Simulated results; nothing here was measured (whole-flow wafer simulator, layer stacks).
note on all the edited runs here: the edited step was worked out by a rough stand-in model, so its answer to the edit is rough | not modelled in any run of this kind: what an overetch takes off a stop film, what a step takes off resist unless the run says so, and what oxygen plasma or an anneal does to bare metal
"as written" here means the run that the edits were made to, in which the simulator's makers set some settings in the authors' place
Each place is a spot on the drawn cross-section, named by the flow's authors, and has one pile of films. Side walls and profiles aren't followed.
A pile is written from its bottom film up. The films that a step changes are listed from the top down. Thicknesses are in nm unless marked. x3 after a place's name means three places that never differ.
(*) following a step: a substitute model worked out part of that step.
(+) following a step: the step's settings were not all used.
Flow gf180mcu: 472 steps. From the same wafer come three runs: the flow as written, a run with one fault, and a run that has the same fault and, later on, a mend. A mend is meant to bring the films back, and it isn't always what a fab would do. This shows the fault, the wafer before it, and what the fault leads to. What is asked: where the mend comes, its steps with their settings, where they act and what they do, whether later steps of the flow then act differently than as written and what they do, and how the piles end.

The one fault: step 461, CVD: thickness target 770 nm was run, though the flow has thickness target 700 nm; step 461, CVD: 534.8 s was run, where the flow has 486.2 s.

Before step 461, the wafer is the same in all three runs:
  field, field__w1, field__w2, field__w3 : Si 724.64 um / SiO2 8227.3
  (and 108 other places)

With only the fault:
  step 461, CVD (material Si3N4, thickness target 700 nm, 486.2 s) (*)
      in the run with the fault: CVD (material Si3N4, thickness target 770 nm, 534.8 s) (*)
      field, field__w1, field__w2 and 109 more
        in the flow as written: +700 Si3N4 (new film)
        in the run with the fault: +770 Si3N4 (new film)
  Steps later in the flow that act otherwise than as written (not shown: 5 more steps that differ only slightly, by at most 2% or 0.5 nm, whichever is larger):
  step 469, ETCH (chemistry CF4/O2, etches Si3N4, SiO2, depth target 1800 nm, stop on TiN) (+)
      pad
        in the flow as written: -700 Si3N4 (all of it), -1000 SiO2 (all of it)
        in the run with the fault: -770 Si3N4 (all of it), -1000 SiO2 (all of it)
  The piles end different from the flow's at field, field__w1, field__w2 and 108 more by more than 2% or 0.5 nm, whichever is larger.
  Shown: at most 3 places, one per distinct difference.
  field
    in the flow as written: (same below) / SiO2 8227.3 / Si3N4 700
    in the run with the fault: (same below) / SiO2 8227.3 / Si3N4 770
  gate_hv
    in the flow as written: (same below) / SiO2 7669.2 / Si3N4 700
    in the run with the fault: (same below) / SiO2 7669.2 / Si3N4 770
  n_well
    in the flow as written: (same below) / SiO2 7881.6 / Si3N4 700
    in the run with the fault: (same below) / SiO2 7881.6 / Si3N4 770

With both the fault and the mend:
  After step 461 comes the mend.
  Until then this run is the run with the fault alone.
  step 461a, WET ETCH (chemistry H3PO4, depth target 70 nm, 160 C) (the flow's step 14 again, with other settings)
      field, field__w1, field__w2 and 109 more
        -70 Si3N4
  Later steps of the flow that are run all act as written at every place that is followed, up to a difference of at most 2% or 0.5 nm, whichever is larger.
  The piles end the same as the flow's at every place that both follow.
